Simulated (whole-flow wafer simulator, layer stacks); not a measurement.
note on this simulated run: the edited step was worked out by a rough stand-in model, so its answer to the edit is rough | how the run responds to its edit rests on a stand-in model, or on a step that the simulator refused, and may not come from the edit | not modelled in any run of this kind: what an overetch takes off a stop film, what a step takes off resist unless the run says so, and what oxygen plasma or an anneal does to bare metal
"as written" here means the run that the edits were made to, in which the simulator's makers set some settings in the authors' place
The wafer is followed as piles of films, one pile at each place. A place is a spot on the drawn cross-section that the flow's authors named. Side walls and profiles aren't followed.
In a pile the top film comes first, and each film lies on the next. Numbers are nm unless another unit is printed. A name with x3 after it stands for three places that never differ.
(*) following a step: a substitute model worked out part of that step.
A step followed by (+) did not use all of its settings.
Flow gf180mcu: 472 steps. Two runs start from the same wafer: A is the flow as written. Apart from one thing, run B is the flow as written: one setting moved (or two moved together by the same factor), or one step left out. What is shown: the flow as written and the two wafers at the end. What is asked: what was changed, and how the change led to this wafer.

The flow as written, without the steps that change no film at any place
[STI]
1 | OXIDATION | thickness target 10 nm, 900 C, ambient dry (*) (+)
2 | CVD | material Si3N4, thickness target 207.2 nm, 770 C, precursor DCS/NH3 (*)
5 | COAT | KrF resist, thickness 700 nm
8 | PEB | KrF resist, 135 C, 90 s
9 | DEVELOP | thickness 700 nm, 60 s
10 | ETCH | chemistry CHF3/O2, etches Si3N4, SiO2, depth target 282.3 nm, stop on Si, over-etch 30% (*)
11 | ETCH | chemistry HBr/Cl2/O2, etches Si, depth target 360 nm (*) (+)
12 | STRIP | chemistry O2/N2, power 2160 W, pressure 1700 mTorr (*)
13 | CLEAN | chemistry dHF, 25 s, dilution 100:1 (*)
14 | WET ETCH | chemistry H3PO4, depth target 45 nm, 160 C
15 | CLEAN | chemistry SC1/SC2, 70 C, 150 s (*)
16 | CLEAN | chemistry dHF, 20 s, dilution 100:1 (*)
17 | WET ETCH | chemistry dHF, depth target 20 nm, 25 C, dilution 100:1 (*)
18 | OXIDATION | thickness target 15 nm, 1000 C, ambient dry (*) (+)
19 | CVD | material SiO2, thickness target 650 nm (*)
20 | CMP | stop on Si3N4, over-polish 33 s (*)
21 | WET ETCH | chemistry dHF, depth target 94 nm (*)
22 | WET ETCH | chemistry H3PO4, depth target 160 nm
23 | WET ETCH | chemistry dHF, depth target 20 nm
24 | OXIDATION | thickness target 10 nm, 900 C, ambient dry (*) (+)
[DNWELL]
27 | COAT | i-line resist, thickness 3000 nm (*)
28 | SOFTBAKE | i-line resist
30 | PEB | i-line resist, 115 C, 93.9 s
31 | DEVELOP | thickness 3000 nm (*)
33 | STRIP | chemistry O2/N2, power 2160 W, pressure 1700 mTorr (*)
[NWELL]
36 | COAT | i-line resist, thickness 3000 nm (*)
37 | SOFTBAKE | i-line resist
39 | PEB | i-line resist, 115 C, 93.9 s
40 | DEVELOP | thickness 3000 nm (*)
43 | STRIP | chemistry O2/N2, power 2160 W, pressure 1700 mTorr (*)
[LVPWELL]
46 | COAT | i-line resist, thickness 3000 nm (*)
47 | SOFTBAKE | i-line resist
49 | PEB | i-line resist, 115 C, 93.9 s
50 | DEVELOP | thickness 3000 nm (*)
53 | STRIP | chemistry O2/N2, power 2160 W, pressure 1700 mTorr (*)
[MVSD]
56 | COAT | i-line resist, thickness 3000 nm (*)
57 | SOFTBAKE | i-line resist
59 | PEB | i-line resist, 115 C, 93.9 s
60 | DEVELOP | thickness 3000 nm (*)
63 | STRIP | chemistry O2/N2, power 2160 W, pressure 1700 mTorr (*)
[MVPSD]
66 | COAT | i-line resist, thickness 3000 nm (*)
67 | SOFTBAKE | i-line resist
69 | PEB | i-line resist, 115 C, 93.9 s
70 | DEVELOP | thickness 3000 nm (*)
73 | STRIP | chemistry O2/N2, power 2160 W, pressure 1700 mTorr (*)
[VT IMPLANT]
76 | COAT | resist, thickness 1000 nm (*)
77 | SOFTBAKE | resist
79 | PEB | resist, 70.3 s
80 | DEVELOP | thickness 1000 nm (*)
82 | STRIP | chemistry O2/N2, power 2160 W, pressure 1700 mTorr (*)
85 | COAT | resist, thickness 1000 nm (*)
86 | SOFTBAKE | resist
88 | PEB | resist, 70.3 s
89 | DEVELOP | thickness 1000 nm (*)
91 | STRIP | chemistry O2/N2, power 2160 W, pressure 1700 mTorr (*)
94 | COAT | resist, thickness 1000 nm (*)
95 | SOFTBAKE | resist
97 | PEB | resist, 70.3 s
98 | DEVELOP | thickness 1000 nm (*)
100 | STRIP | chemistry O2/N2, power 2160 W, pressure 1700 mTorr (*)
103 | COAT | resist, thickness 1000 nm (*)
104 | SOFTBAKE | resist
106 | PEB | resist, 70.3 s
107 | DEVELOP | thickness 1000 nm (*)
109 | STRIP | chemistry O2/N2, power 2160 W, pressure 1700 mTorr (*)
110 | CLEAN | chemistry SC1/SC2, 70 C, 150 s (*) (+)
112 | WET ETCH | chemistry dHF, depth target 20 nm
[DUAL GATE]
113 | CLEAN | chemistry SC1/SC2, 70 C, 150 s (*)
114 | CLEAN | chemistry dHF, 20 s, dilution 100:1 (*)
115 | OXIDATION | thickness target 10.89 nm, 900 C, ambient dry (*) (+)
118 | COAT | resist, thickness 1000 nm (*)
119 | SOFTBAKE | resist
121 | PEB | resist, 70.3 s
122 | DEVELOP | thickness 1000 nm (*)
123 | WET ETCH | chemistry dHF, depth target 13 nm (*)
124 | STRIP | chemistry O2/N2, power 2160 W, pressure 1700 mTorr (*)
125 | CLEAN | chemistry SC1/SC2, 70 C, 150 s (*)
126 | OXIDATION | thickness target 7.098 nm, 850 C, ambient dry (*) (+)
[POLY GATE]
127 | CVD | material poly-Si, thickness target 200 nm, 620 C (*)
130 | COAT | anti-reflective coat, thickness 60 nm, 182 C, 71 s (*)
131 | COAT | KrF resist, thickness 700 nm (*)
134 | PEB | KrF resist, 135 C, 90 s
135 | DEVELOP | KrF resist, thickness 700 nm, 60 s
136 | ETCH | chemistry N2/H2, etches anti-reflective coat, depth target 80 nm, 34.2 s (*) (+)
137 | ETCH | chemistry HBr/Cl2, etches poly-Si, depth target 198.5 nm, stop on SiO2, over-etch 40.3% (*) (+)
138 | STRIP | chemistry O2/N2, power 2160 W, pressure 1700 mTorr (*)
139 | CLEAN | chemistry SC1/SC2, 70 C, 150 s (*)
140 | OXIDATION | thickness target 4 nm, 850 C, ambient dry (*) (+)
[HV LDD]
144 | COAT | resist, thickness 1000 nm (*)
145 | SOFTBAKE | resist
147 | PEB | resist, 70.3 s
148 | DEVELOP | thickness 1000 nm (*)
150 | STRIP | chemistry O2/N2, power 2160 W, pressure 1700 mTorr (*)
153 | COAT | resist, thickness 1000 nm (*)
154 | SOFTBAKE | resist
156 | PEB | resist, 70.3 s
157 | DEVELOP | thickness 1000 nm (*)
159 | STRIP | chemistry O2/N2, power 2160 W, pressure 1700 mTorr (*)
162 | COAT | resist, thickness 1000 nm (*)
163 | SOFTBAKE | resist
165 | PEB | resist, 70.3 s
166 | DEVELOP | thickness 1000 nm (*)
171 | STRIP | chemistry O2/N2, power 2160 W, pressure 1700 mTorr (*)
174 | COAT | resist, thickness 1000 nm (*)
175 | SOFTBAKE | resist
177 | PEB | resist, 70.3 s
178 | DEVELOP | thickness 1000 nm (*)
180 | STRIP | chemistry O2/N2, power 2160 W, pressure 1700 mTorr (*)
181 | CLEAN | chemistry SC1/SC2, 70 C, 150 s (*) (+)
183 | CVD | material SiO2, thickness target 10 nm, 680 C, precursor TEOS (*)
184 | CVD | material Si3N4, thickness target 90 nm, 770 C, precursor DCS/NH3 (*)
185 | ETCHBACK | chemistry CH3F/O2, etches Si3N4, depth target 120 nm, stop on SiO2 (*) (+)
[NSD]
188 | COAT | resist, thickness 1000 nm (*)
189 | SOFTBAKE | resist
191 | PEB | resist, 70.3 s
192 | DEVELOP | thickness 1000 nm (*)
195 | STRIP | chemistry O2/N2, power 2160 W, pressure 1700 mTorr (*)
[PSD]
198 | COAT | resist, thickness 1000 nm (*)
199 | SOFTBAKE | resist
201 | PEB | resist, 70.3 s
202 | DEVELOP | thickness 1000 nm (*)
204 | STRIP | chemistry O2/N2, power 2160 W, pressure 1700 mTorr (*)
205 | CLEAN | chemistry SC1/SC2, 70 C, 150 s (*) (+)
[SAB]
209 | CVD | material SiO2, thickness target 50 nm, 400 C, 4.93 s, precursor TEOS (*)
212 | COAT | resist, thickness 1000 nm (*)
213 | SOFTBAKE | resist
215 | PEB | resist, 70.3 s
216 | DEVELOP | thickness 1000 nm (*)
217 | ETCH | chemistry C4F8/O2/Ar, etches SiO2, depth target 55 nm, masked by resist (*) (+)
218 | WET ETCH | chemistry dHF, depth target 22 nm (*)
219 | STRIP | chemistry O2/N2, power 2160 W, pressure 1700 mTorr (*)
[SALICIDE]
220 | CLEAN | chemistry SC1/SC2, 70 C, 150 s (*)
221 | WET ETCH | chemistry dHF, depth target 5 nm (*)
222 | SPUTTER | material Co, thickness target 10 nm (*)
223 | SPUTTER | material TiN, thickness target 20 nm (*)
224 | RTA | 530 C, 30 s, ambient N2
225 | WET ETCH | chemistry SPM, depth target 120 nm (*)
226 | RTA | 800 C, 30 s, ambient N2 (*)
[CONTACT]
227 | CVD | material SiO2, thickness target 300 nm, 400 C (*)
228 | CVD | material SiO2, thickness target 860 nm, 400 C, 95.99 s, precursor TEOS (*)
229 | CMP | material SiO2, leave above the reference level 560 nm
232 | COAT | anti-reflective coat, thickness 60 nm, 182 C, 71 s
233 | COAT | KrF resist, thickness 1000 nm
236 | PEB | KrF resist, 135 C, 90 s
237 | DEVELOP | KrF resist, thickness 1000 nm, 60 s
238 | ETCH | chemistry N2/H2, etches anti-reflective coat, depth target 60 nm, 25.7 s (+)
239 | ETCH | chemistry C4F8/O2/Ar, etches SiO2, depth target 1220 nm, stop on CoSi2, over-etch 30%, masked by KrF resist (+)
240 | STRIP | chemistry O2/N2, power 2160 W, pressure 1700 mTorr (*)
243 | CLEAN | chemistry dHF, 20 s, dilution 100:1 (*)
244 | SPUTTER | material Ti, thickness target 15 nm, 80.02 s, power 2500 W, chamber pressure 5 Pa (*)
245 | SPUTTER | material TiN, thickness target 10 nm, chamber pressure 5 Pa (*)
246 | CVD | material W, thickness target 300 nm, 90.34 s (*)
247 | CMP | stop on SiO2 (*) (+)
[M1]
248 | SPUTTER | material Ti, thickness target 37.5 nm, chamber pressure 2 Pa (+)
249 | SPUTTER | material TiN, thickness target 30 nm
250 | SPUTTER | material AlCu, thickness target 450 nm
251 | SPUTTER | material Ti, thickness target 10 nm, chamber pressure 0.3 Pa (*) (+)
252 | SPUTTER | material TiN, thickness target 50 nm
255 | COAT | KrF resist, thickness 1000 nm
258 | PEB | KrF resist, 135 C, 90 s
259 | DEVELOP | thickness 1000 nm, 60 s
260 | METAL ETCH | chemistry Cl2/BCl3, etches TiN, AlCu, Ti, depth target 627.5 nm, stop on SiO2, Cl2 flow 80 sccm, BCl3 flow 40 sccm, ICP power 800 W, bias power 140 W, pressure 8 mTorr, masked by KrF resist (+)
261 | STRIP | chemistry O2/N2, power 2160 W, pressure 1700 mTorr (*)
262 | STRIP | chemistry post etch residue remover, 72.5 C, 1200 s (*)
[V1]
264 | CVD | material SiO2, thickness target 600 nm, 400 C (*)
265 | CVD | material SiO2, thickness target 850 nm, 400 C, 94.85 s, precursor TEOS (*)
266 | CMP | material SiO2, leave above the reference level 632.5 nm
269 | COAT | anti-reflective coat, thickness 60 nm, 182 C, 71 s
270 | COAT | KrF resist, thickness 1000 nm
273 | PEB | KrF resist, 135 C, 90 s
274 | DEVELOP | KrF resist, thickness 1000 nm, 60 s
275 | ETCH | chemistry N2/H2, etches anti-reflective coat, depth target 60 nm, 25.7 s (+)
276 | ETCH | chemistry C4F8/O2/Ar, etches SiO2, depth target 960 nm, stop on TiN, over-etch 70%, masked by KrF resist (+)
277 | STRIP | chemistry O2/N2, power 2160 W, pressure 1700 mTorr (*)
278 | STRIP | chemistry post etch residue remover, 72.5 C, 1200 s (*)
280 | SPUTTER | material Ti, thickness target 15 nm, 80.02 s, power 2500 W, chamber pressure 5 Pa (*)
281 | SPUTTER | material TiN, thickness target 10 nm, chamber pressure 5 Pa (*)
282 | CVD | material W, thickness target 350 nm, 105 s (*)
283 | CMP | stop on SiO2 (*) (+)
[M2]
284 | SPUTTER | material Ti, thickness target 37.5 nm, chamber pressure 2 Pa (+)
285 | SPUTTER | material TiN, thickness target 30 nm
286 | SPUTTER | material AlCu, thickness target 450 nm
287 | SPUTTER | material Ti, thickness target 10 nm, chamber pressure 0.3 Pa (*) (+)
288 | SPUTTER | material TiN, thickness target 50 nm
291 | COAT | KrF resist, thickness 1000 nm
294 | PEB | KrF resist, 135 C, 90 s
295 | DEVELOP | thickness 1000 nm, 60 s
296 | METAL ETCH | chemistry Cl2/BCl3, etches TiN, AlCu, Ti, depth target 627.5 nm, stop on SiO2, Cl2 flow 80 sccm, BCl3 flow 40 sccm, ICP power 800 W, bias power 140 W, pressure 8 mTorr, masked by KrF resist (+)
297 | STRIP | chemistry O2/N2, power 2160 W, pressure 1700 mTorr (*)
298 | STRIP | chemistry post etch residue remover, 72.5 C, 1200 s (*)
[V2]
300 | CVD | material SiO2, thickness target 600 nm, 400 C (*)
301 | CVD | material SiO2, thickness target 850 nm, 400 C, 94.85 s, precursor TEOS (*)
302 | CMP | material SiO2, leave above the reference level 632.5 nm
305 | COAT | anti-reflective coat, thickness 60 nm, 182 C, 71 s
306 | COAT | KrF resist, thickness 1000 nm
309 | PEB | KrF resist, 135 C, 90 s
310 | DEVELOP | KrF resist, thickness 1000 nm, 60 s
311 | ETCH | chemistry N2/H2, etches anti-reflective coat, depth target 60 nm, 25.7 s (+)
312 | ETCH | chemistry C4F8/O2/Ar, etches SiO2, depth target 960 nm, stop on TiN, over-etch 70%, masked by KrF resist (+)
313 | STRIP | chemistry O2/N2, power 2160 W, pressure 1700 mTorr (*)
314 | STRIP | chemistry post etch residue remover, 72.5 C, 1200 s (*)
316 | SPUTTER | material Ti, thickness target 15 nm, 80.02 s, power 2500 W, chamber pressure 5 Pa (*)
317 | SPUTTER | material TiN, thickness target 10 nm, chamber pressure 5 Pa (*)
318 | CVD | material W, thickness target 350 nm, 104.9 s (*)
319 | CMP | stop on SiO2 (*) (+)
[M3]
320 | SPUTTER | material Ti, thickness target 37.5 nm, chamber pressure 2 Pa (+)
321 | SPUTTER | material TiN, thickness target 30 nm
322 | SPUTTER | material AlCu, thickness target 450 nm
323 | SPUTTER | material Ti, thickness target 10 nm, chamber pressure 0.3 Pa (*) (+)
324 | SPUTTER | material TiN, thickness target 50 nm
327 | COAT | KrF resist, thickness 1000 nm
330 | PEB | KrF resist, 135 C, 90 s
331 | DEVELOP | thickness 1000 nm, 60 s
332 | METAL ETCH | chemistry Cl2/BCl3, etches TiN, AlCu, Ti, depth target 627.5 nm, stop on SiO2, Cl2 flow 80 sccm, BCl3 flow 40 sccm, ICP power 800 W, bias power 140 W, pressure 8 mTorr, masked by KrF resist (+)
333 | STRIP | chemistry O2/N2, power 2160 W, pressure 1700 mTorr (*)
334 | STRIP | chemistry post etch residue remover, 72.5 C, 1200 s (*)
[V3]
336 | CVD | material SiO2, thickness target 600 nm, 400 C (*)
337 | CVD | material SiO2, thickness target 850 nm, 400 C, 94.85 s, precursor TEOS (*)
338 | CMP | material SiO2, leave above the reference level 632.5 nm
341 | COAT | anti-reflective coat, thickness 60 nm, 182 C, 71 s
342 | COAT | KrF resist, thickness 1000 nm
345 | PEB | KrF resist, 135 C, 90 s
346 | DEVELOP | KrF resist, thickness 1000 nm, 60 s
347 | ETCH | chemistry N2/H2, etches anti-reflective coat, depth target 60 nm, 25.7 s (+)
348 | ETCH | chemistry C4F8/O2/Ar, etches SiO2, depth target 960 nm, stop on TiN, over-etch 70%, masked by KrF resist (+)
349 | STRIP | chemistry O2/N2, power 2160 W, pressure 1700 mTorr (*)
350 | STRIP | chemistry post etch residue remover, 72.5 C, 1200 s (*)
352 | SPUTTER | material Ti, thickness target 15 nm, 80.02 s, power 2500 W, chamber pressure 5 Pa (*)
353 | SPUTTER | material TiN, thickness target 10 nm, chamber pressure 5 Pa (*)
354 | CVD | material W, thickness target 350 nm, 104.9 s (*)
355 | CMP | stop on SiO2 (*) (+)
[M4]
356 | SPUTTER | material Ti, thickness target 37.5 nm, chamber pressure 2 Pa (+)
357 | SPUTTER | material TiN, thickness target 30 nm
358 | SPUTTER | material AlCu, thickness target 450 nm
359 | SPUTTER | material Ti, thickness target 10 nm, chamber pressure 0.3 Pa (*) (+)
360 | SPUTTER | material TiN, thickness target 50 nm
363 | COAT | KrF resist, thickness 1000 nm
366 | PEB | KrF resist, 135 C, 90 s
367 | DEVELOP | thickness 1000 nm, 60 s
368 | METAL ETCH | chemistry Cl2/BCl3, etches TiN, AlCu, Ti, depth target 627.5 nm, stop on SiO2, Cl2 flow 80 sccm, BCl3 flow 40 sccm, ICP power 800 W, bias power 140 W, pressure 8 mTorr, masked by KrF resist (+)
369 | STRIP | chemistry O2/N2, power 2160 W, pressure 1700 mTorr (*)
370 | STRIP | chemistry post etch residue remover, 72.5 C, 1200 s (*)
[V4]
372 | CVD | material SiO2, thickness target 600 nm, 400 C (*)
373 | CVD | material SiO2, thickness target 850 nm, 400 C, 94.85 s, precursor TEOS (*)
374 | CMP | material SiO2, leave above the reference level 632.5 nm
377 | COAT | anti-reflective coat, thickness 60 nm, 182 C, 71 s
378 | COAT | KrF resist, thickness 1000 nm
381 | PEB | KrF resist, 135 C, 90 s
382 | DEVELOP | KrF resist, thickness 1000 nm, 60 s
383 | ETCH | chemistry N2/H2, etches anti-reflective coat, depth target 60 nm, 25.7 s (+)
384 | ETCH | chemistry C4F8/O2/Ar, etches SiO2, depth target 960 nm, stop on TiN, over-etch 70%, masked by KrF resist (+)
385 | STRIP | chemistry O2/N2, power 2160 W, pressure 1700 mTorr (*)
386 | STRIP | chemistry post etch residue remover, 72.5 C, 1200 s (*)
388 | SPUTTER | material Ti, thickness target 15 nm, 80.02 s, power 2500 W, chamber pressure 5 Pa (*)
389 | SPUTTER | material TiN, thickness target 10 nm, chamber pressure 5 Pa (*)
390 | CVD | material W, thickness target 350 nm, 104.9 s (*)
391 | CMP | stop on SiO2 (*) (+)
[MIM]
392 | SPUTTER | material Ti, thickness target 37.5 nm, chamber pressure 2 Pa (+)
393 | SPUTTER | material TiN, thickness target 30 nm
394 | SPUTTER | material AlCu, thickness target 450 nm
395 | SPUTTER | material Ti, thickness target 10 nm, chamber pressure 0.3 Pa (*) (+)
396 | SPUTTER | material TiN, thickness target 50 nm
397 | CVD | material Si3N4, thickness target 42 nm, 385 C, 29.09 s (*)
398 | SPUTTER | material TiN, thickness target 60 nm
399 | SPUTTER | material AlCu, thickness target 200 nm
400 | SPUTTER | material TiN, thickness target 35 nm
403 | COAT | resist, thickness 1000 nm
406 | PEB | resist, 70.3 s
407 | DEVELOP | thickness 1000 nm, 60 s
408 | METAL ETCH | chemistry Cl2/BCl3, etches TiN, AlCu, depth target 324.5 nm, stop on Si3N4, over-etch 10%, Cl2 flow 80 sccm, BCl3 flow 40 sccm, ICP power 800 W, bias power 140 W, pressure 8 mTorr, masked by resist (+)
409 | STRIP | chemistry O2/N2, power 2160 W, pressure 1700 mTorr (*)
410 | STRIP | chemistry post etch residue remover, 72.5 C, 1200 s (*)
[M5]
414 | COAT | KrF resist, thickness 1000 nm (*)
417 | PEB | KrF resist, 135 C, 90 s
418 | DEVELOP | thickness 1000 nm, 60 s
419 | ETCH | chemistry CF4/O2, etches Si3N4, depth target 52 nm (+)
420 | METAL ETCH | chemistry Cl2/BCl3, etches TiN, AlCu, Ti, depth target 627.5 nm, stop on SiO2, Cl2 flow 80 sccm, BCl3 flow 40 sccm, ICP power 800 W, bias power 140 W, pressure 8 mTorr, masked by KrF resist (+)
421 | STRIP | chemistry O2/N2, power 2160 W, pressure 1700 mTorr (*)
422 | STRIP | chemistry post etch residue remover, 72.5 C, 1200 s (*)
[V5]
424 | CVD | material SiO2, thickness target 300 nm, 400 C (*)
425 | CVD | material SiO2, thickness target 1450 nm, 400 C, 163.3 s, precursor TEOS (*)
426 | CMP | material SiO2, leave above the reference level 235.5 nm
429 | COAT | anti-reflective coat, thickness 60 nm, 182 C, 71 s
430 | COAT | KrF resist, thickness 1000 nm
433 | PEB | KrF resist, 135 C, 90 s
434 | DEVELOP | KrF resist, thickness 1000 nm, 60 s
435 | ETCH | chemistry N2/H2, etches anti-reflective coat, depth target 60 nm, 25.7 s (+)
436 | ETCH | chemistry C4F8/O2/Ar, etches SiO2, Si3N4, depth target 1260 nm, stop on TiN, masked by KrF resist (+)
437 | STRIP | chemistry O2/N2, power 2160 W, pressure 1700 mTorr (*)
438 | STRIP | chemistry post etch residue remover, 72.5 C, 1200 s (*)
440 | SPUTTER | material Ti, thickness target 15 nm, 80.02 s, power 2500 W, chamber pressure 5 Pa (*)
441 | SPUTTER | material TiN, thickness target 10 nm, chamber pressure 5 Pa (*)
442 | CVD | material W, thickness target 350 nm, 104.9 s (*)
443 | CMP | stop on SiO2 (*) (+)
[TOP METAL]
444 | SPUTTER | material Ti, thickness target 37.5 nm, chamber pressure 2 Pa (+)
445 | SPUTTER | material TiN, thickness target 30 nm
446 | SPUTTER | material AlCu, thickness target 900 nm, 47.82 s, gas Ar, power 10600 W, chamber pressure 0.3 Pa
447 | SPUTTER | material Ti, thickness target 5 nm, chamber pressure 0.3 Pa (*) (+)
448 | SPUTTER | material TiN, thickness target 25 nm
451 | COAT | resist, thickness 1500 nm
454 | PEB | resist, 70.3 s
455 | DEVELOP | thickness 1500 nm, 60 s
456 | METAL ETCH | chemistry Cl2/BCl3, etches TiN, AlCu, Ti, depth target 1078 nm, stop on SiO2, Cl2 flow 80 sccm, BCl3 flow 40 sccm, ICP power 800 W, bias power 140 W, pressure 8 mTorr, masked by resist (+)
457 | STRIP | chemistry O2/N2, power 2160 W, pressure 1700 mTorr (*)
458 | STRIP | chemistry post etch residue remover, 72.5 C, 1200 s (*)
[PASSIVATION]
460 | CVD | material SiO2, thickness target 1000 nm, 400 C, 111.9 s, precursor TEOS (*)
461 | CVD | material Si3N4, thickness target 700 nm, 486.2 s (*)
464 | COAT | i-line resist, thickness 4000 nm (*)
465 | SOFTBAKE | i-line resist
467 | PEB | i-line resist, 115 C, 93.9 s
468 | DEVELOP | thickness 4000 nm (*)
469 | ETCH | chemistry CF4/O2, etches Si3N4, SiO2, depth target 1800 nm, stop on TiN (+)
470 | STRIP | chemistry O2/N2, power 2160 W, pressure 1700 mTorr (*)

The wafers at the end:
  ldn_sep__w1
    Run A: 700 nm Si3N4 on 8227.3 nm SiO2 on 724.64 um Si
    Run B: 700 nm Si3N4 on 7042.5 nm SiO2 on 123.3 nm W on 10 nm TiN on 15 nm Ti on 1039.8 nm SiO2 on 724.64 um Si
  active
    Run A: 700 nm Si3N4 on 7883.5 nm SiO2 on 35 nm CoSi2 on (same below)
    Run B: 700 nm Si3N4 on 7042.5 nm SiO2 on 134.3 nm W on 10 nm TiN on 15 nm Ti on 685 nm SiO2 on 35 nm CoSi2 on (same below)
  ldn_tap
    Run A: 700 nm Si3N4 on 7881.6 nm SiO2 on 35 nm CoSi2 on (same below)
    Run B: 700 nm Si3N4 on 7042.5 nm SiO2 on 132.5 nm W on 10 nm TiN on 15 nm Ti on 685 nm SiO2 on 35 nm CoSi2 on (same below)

Cause: step 228, CVD: thickness target 378 nm was run, though the flow has thickness target 860 nm; step 228, CVD: 42.24 s was run, where the flow has 95.99 s.

How this came from the change, step by step:
  228 | CVD | material SiO2, thickness target 860 nm, 400 C, 95.99 s, precursor TEOS (*)
      field, field__w7, field__w8 and 70 more: A +860 SiO2 | B +388.5 SiO2
      field__w3, field__w12: A +807.3 SiO2 | B +368.3 SiO2
      (and at 36 other places as well)
  229 | CMP | material SiO2, leave above the reference level 560 nm
      ldn_sep__w1, ldn_sep__w2, ldn_dft and 8 more: A -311 SiO2 | B nothing
      active, p_well, sd_n, iso_ptap_pw, iso_ntap_nw, iso_ptap_sub, vpnp_e: A -299.9 SiO2 | B nothing
      (and at 93 other places as well)
  232 | COAT | anti-reflective coat, thickness 60 nm, 182 C, 71 s
      sti, mim_1p0, pad, dice_street, ldp_tap: A +60 anti-reflective coat (new film) | B +64.3 anti-reflective coat (new film)
      ld_acc_p, ldp_fld__w2: A +60 anti-reflective coat (new film) | B +44.7 anti-reflective coat (new film)
      (and at 98 other places as well)
  233 | COAT | KrF resist, thickness 1000 nm
      gate, gate_p_hv5: A +1000 KrF resist (new film) | B +922.2 KrF resist (new film)
      ld_acc_p, gate_p_hv: A +1000 KrF resist (new film) | B +924.7 KrF resist (new film)
      (and at 62 other places as well)
  236 | PEB | KrF resist, 135 C, 90 s
      field__w5, contact, nw_enc_fld_lv: A -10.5 KrF resist | B -11.4 KrF resist
      field__w6, field_sub__w2, field_sub__w5: A -10.5 KrF resist | B -11.5 KrF resist
      (and at 32 other places as well)
  237 | DEVELOP | KrF resist, thickness 1000 nm, 60 s
      contact: A -989.5 KrF resist (all of it) | B -1039.4 KrF resist (all of it)
      polyc_n: A -989.5 KrF resist (all of it) | B -900.5 KrF resist (all of it)
      (and at 1 other place as well)
  238 | ETCH | chemistry N2/H2, etches anti-reflective coat, depth target 60 nm, 25.7 s (+)
      contact: A -60 anti-reflective coat (all of it), -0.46 SiO2 | B -49.5 anti-reflective coat (all of it), -0.73 SiO2
      polyc_n: A -60 anti-reflective coat (all of it), -0.46 SiO2 | B -26 anti-reflective coat (all of it), -1.33 SiO2
      (and at 1 other place as well)
  239 | ETCH | chemistry C4F8/O2/Ar, etches SiO2, depth target 1220 nm, stop on CoSi2, over-etch 30%, masked by KrF resist (+)
      field, field__w1, field__w2 and 105 more: A -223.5 KrF resist | B -177 KrF resist
      contact: A -859.5 SiO2 (all of it) | B -680.7 SiO2 (all of it)
  240 | STRIP | chemistry O2/N2, power 2160 W, pressure 1700 mTorr (*)
      sti, mim_1p0, pad, dice_street: A -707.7 KrF resist (all of it), -60 anti-reflective coat (all of it) | B -771.7 KrF resist (all of it), -64.3 anti-reflective coat (all of it)
      p_well, sd_n: A -707.7 KrF resist (all of it), -60 anti-reflective coat (all of it) | B -771.7 KrF resist (all of it), -61.2 anti-reflective coat (all of it)
      (and at 102 other places as well)
  244 | SPUTTER | material Ti, thickness target 15 nm, 80.02 s, power 2500 W, chamber pressure 5 Pa (*)
      field__w3, mim: A +15 Ti (new film) | B +14.3 Ti (new film)
      field__w12, ld_drift_n: A +15 Ti (new film) | B +13.4 Ti (new film)
      (and at 4 other places as well)
  245 | SPUTTER | material TiN, thickness target 10 nm, chamber pressure 5 Pa (*)
      field__w12: A +10 TiN (new film) | B +8.95 TiN (new film)
      contact: A +5.48 TiN (new film) | B +6.1 TiN (new film)
      (and at 4 other places as well)
  246 | CVD | material W, thickness target 300 nm, 90.34 s (*)
      contact: A +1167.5 W (new film) | B +979.8 W (new film)
  247 | CMP | stop on SiO2 (*) (+)
      gate, gate_hv, gate_p and 23 more: A -300 W (all of it), -10 TiN (all of it), -15 Ti (all of it), -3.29 SiO2 | B -300 W (all of it), -10 TiN (all of it), -15 Ti (all of it)
      ldn_sep__w1, ldn_sep__w2, ldn_dft and 8 more: A -300 W (all of it), -10 TiN (all of it), -15 Ti (all of it), -3.29 SiO2 | B -164.5 W
      (and at 72 other places as well)
  260 | METAL ETCH | chemistry Cl2/BCl3, etches TiN, AlCu, Ti, depth target 627.5 nm, stop on SiO2, Cl2 flow 80 sccm, BCl3 flow 40 sccm, ICP power 800 W, bias power 140 W, pressure 8 mTorr, masked by KrF resist (+)
      field, field__w1, field__w2 and 75 more: A -50 TiN (all of it), -10 Ti (all of it), -450 AlCu (all of it), -30 TiN (all of it), -37.5 Ti (all of it) | B -50 TiN (all of it), -10 Ti (all of it), -450 AlCu (all of it), -30 TiN (all of it), -37.5 Ti (all of it), -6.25 W
  262 | STRIP | chemistry post etch residue remover, 72.5 C, 1200 s (*)
      field, field__w1, field__w2 and 75 more: A nothing | B -6.01 W
  264 | CVD | material SiO2, thickness target 600 nm, 400 C (*)
      field, field__w1, field__w2 and 75 more: A +600 SiO2 | B +600 SiO2 (new film)
  266 | CMP | material SiO2, leave above the reference level 632.5 nm
      field, field__w1, field__w2 and 75 more: A -300 SiO2 | B -287.7 SiO2
Taking metal films that touch as one body, ldn_sep__w1 has 1 body; the flow as written gives 0 bodies.
Taking metal films that touch as one body, active has 2 bodies (between them, from the top down: SiO2 685); the flow as written gives 1 body.
Taking metal films that touch as one body, ldn_tap has 2 bodies (between them, from the top down: SiO2 685); the flow as written gives 1 body.
